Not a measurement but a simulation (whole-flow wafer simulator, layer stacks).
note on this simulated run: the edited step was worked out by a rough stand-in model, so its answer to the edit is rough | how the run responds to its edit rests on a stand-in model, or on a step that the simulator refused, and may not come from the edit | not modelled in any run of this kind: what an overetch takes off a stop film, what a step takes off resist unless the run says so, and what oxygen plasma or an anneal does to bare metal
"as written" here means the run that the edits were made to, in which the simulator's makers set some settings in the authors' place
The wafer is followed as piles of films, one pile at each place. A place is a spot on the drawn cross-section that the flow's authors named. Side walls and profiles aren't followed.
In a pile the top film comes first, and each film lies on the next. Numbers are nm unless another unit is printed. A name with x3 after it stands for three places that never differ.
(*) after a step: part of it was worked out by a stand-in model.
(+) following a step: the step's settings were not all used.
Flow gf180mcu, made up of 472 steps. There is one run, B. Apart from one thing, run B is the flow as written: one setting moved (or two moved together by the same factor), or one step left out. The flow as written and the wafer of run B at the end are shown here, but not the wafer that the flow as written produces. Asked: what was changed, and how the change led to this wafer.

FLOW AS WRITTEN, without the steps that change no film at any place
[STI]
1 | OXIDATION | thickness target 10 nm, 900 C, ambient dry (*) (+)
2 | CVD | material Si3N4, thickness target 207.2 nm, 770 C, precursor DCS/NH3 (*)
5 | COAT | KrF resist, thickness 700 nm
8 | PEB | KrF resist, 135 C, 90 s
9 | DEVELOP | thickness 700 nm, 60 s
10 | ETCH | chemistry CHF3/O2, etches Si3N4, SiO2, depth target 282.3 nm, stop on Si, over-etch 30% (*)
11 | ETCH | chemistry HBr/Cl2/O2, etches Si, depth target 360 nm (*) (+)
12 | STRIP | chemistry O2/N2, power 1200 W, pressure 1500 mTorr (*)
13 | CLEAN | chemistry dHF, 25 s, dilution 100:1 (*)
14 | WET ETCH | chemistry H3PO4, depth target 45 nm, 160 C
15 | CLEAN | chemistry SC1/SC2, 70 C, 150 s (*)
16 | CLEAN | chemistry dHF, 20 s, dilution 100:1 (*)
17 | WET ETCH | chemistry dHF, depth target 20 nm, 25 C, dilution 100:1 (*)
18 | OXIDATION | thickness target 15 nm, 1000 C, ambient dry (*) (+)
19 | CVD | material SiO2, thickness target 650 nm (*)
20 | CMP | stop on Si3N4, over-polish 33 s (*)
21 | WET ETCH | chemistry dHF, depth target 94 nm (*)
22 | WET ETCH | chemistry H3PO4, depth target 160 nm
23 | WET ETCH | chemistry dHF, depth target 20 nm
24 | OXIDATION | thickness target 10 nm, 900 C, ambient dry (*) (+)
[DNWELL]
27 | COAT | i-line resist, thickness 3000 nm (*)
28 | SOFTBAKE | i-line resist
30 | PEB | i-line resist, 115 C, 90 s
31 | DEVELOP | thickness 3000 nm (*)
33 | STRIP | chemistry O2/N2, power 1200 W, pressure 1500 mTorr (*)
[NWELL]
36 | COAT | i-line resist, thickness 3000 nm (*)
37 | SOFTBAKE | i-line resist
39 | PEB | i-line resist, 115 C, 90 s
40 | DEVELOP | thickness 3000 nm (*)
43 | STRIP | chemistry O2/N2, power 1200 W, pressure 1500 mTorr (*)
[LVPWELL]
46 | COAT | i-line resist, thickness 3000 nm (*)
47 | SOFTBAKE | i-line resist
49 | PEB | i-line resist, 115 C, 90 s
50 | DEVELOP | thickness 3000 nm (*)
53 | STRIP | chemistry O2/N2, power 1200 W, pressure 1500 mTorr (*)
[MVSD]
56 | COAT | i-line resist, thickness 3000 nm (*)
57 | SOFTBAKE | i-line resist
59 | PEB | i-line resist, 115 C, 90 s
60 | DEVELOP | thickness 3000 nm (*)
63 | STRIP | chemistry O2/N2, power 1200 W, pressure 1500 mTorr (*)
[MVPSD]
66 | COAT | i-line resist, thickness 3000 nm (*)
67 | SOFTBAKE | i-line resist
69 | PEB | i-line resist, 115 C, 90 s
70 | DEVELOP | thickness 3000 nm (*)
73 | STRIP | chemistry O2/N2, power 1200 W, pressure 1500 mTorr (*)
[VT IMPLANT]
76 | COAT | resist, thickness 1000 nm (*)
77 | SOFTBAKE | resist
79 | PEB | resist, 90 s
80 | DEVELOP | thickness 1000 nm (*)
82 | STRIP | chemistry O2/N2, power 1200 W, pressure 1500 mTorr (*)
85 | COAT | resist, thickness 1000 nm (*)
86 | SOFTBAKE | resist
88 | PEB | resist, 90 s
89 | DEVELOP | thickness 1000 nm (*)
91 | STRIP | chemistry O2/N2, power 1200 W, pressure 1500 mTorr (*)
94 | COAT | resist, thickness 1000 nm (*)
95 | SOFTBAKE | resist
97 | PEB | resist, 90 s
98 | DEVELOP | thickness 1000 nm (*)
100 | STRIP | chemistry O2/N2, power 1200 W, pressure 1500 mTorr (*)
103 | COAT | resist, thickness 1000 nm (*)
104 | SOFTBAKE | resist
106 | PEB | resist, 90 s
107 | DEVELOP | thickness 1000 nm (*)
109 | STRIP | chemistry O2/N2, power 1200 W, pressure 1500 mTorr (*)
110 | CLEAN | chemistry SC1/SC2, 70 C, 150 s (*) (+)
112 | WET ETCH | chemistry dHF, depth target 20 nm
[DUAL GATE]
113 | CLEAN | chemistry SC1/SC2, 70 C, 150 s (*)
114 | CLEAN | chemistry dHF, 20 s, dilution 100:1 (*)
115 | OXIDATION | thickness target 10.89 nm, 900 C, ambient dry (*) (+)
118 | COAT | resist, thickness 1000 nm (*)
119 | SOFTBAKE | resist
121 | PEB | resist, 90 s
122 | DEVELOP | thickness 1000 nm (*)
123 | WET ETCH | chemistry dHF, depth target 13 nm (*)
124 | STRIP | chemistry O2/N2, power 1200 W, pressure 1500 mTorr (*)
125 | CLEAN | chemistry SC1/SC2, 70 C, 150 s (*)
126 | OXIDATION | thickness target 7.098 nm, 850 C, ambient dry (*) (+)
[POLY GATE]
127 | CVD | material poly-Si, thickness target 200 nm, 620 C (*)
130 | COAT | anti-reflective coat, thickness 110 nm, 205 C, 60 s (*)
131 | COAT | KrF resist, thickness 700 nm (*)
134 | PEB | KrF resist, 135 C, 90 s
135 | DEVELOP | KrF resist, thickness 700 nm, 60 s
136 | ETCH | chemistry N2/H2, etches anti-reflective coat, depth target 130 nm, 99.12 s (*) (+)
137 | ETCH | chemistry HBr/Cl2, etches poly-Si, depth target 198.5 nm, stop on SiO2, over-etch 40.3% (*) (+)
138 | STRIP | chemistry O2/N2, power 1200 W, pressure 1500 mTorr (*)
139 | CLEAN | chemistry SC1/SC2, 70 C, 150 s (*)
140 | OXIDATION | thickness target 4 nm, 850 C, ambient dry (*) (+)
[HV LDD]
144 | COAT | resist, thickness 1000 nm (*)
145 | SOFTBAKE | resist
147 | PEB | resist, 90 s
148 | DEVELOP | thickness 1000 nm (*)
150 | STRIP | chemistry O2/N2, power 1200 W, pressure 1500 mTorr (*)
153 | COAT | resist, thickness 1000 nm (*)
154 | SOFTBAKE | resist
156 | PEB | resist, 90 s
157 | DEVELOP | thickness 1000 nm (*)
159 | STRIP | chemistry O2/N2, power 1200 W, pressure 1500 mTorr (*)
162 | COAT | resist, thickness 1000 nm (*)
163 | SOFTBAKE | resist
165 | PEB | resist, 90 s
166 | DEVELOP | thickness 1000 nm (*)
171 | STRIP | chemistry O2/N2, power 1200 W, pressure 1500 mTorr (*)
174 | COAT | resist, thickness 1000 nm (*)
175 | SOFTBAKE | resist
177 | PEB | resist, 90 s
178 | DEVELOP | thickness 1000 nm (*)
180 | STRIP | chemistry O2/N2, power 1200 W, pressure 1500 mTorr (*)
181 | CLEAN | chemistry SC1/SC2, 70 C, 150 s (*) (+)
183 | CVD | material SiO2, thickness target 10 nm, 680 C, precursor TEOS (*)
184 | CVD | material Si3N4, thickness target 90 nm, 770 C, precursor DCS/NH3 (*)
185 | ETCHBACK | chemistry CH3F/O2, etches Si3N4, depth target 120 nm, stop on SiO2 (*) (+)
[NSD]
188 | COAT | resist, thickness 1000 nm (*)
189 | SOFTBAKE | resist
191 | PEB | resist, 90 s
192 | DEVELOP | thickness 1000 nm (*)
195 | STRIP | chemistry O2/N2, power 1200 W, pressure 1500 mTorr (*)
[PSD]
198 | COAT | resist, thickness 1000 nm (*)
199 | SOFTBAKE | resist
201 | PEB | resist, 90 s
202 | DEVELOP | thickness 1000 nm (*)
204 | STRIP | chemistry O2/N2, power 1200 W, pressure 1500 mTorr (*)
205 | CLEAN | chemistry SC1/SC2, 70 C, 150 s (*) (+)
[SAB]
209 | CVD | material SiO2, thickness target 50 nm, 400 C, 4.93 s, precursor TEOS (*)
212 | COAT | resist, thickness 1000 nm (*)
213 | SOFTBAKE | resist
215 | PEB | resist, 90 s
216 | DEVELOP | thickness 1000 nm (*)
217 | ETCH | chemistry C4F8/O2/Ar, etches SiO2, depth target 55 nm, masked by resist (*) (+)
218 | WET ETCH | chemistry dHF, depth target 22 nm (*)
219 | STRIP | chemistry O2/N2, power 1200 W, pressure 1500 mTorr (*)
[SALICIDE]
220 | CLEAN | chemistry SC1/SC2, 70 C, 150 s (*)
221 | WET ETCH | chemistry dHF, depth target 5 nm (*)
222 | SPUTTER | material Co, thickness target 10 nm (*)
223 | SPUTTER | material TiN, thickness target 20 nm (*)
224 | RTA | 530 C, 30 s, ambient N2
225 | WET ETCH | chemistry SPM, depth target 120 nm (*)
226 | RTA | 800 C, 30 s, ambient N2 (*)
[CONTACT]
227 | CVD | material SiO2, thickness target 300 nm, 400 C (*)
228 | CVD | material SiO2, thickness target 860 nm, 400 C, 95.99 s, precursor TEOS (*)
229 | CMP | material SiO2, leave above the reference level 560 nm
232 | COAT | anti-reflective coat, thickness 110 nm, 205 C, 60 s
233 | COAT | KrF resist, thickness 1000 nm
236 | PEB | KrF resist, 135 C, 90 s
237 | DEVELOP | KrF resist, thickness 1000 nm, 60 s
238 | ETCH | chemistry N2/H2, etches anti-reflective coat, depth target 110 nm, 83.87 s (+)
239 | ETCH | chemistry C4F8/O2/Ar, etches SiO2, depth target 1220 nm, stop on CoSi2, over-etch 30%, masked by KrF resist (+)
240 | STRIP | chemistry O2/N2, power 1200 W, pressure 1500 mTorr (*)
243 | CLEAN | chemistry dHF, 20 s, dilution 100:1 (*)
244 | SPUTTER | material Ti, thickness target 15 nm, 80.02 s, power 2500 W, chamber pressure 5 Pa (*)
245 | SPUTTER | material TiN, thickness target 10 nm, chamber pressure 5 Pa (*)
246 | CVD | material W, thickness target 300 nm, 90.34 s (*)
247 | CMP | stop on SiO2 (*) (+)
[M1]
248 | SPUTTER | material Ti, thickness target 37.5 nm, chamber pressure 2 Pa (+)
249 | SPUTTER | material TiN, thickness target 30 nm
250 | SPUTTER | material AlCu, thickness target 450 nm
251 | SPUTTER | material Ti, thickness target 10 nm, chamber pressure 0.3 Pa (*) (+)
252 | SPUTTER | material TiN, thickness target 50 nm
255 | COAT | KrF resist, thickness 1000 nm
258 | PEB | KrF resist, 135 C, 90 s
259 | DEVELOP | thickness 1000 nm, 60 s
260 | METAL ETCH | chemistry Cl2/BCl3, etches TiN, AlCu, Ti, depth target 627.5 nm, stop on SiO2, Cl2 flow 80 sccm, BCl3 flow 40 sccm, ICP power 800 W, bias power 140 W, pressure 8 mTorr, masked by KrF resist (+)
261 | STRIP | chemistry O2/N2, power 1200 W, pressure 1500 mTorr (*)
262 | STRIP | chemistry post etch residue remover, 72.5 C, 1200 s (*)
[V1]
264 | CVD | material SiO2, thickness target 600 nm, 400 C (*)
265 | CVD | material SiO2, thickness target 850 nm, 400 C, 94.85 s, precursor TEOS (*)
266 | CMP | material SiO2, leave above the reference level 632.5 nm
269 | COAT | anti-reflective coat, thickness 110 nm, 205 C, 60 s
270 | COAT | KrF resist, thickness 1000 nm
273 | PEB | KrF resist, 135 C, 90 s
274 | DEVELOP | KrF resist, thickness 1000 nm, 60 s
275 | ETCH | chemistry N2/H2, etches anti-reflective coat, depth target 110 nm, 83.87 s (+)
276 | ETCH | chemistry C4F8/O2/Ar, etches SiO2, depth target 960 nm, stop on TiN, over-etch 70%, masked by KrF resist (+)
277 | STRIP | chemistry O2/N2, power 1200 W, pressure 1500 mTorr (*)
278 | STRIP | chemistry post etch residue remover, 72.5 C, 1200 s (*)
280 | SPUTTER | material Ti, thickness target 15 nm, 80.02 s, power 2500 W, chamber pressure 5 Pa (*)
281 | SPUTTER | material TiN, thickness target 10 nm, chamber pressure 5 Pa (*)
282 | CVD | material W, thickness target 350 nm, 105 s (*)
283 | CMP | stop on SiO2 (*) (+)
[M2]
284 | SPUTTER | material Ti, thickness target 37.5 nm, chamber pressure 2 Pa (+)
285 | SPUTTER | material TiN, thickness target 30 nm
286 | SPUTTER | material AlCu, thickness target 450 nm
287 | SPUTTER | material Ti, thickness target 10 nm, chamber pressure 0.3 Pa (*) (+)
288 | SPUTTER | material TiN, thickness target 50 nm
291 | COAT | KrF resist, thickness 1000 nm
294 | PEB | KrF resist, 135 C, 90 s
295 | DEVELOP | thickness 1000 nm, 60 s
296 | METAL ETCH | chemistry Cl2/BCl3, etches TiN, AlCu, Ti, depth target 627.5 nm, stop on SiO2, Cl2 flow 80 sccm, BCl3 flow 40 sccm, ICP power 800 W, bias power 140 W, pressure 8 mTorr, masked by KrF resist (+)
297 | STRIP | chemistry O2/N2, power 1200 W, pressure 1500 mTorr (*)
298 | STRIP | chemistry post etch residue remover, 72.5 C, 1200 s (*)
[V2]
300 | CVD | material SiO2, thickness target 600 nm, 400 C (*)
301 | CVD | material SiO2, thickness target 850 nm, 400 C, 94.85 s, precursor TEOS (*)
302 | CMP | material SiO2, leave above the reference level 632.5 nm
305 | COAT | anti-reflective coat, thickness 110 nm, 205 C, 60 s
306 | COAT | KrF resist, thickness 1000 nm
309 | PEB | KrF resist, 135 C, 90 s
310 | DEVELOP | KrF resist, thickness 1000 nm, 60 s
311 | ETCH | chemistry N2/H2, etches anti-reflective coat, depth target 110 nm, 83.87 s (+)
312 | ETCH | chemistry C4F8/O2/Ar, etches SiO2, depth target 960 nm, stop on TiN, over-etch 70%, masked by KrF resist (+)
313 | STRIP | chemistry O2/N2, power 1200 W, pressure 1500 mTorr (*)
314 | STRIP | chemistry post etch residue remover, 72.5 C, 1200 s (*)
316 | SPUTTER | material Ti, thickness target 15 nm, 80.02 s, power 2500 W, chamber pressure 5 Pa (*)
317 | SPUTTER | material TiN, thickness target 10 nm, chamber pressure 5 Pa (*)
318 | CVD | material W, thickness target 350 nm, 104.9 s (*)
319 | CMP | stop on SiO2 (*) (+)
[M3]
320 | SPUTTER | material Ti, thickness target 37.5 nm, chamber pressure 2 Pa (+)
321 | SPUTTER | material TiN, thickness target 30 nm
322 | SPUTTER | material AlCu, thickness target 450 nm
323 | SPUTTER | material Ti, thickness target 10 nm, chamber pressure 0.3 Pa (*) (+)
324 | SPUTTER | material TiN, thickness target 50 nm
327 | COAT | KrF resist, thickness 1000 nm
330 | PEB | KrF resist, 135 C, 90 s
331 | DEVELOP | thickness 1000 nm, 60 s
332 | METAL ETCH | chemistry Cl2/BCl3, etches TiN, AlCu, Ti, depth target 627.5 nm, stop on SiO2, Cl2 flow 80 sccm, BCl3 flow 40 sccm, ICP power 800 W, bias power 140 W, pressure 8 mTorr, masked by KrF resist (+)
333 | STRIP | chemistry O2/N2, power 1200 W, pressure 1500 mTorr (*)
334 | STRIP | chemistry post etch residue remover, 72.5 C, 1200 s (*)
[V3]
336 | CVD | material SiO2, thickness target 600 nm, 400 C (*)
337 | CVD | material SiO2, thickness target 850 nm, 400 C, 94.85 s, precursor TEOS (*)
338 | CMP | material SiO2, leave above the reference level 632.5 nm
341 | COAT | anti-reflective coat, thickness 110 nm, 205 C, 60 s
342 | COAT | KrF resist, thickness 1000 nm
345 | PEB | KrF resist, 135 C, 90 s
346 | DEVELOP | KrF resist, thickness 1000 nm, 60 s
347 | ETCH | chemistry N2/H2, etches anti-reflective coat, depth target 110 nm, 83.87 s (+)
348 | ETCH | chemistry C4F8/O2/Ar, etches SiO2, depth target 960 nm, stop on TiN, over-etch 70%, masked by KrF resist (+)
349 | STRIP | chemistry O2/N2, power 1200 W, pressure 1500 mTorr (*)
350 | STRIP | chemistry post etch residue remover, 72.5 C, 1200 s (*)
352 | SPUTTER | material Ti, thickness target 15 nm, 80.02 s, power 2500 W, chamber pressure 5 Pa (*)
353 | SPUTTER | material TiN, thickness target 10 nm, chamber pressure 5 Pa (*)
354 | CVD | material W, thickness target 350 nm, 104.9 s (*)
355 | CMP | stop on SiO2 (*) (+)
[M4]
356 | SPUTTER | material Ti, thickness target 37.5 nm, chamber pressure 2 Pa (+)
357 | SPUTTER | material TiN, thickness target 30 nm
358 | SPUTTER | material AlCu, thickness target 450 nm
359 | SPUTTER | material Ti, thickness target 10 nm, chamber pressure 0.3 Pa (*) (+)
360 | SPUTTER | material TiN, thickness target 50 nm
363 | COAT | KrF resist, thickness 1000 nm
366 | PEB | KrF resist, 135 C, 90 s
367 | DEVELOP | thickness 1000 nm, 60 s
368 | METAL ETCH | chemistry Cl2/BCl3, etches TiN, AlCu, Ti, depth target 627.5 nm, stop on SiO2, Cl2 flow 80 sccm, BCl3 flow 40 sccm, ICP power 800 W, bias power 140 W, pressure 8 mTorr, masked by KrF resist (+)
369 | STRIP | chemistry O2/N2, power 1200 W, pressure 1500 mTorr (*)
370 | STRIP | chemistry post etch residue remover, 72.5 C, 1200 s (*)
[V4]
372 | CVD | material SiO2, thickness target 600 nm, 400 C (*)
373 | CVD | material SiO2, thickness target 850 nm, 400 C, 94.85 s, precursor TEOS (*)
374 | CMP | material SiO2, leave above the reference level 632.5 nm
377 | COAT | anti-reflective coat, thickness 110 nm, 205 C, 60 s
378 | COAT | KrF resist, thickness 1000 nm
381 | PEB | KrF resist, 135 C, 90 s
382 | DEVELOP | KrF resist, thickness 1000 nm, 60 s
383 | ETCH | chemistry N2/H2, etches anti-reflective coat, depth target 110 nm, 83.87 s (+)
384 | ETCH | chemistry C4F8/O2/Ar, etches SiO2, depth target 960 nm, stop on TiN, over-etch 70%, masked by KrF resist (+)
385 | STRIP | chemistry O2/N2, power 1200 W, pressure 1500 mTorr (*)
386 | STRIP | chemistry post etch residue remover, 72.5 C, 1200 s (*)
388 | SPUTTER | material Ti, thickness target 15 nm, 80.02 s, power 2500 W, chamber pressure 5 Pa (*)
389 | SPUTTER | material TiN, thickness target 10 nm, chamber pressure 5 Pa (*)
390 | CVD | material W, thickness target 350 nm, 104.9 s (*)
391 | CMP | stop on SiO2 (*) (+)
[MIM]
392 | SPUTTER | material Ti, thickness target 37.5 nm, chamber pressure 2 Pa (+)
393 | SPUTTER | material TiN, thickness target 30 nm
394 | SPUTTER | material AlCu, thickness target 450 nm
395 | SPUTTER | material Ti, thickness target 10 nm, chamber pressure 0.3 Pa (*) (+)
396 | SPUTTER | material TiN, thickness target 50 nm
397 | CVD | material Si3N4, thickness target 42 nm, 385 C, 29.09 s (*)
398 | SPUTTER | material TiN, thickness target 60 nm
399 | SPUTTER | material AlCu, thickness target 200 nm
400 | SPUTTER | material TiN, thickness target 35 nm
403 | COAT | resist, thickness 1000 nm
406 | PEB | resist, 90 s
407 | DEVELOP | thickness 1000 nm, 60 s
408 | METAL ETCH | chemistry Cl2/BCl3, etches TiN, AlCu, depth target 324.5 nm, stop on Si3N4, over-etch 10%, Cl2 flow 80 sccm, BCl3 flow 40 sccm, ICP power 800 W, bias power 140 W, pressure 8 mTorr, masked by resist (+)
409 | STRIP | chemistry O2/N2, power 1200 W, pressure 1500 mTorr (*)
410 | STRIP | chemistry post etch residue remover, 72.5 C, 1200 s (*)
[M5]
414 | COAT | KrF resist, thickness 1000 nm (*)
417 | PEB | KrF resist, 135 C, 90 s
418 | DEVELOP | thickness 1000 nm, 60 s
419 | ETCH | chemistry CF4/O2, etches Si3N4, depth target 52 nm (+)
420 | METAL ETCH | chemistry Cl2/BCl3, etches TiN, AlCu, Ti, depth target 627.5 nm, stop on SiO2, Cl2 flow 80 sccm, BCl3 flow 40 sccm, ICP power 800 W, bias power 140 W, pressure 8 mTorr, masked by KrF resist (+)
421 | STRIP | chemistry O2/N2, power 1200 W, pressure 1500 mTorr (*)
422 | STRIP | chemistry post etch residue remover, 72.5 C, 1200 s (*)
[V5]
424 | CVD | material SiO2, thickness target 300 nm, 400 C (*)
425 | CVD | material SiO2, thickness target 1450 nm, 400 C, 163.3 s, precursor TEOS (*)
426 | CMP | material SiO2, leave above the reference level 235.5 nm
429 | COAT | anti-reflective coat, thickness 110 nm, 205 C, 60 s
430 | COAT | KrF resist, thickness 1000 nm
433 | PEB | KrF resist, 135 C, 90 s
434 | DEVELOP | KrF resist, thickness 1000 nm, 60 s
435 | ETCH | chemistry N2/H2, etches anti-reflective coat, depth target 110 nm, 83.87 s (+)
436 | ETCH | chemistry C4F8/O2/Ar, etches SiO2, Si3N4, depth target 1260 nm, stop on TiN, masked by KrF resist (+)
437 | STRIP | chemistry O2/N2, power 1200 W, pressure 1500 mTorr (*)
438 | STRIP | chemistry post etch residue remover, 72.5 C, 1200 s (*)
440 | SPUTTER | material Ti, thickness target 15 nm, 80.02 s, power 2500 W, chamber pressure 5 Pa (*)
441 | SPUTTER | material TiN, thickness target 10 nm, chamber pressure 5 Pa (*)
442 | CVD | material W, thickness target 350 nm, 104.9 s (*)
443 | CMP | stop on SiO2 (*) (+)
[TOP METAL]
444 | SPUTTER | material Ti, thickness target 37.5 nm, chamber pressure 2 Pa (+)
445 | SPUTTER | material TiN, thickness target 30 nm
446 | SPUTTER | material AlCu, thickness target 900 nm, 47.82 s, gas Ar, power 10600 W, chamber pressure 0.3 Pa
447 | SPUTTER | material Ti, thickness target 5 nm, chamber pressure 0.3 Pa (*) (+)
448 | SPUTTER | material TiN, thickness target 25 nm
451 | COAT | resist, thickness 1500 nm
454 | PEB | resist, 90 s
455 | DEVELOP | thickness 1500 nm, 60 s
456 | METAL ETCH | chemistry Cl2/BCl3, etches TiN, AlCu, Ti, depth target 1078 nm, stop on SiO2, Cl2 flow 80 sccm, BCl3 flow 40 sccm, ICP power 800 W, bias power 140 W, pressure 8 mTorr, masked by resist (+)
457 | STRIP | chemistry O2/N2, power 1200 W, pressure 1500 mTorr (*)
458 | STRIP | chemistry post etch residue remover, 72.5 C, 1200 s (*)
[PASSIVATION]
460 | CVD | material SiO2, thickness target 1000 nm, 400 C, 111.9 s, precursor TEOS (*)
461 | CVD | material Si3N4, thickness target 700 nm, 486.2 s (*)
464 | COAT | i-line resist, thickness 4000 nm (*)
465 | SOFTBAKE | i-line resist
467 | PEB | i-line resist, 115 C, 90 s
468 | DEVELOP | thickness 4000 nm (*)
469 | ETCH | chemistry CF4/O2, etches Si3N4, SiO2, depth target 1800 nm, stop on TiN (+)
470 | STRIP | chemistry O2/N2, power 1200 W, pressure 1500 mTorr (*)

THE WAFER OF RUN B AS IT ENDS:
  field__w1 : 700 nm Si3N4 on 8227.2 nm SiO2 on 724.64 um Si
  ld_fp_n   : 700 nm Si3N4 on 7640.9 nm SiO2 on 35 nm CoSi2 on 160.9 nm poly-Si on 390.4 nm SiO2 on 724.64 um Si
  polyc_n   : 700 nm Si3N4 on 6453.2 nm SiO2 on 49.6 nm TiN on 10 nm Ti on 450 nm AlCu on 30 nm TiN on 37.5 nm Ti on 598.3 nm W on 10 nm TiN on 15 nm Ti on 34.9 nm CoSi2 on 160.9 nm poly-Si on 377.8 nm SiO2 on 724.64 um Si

Cause: step 21, WET ETCH: depth target 84.6 nm was run, though the flow has depth target 94 nm.

The path from the change to this, step by step:
  21 | WET ETCH | chemistry dHF, depth target 94 nm (*)
      active, n_well, p_well and 40 more: Si3N4 loses 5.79 (in the flow as written it would be: Si3N4 loses 6.43)
      field, field_sub, sti and 34 more: SiO2 loses 84.6 (in the flow as written it would be: SiO2 loses 94)
  28 | SOFTBAKE | i-line resist
      field: i-line resist gains 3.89 (in the flow as written it would be: i-line resist gains 3.04)
      field_sub: i-line resist gains 3.29 (in the flow as written it would be: i-line resist gains 2.58)
      (and at 39 other places as well)
  37 | SOFTBAKE | i-line resist
      field: i-line resist gains 3.89 (in the flow as written it would be: i-line resist gains 3.04)
      field_sub: i-line resist gains 3.29 (in the flow as written it would be: i-line resist gains 2.58)
      (and at 39 other places as well)
  47 | SOFTBAKE | i-line resist
      field: i-line resist gains 3.89 (in the flow as written it would be: i-line resist gains 3.04)
      field_sub: i-line resist gains 3.29 (in the flow as written it would be: i-line resist gains 2.58)
      (and at 39 other places as well)
  57 | SOFTBAKE | i-line resist
      field: i-line resist gains 3.89 (in the flow as written it would be: i-line resist gains 3.04)
      field_sub: i-line resist gains 3.29 (in the flow as written it would be: i-line resist gains 2.58)
      (and at 39 other places as well)
  67 | SOFTBAKE | i-line resist
      field: i-line resist gains 3.89 (in the flow as written it would be: i-line resist gains 3.04)
      field_sub: i-line resist gains 3.29 (in the flow as written it would be: i-line resist gains 2.58)
      (and at 39 other places as well)
  130 | COAT | anti-reflective coat, thickness 110 nm, 205 C, 60 s (*)
      p_well, spacer, sd_n: anti-reflective coat gains 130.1 (new film) (in the flow as written it would be: anti-reflective coat gains 121 (new film))
      field: anti-reflective coat gains 109.4 (new film) (in the flow as written it would be: anti-reflective coat gains 112.6 (new film))
      (and at 68 other places as well)
  136 | ETCH | chemistry N2/H2, etches anti-reflective coat, depth target 130 nm, 99.12 s (*) (+)
      p_well, spacer, sd_n: anti-reflective coat loses 130.1 (all of it), poly-Si loses 1 (in the flow as written it would be: anti-reflective coat loses 121 (all of it), poly-Si loses 1.23)
      field: anti-reflective coat loses 109.4 (all of it), poly-Si loses 1.53 (in the flow as written it would be: anti-reflective coat loses 112.6 (all of it), poly-Si loses 1.45)
      (and at 48 other places as well)
  138 | STRIP | chemistry O2/N2, power 1200 W, pressure 1500 mTorr (*)
      gate: chemical SiO2 gains 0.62 (new film), KrF resist loses 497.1 (all of it), anti-reflective coat loses 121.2 (all of it), poly-Si loses 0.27 (in the flow as written it would be: chemical SiO2 gains 0.62 (new film), KrF resist loses 496.5 (all of it), anti-reflective coat loses 117 (all of it), poly-Si loses 0.27)
      gate_hv: chemical SiO2 gains 0.62 (new film), KrF resist loses 496.9 (all of it), anti-reflective coat loses 112.3 (all of it), poly-Si loses 0.27 (in the flow as written it would be: chemical SiO2 gains 0.62 (new film), KrF resist loses 495.3 (all of it), anti-reflective coat loses 109.8 (all of it), poly-Si loses 0.27)
      (and at 18 other places as well)
  189 | SOFTBAKE | resist
      active_hv: resist gains 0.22 (in the flow as written it would be: resist gains 0.78)
      active_nat: resist gains 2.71 (in the flow as written it would be: resist gains 1.71)
  199 | SOFTBAKE | resist
      active_hv: resist gains 0.22 (in the flow as written it would be: resist gains 0.78)
      active_nat: resist gains 2.71 (in the flow as written it would be: resist gains 1.71)
  209 | CVD | material SiO2, thickness target 50 nm, 400 C, 4.93 s, precursor TEOS (*)
      active: SiO2 gains 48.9 (in the flow as written it would be: SiO2 gains 50)
      ld_drn_p: SiO2 gains 45 (in the flow as written it would be: SiO2 gains 46)
  218 | WET ETCH | chemistry dHF, depth target 22 nm (*)
      active: SiO2 loses 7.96 (all of it) (in the flow as written it would be: SiO2 loses 9.01 (all of it))
      ld_drn_p: SiO2 loses 10.8 (all of it) (in the flow as written it would be: SiO2 loses 11.8 (all of it))
  223 | SPUTTER | material TiN, thickness target 20 nm (*)
      ld_sd_n: TiN gains 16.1 (new film) (in the flow as written it would be: TiN gains 15.5 (new film))
  225 | WET ETCH | chemistry SPM, depth target 120 nm (*)
      ld_sd_n: TiN loses 16.1 (all of it) (in the flow as written it would be: TiN loses 15.5 (all of it))
  226 | RTA | 800 C, 30 s, ambient N2 (*)
      ld_sd_n: CoSi2 gains 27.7 (new film), CoSi loses 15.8 (all of it), Si loses 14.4 (in the flow as written it would be: CoSi2 gains 28.3 (new film), CoSi loses 16.1 (all of it), Si loses 14.7)
  229 | CMP | material SiO2, leave above the reference level 560 nm
      ldn_sep__w1, ldn_sep__w2, ldn_dft and 8 more: SiO2 loses 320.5 (in the flow as written it would be: SiO2 loses 311.1)
      sti, mim_1p0, pad, dice_street, iso_nw_fld, iso_fld_sub: SiO2 loses 306.3 (in the flow as written it would be: SiO2 loses 297)
      (and at 40 other places as well)
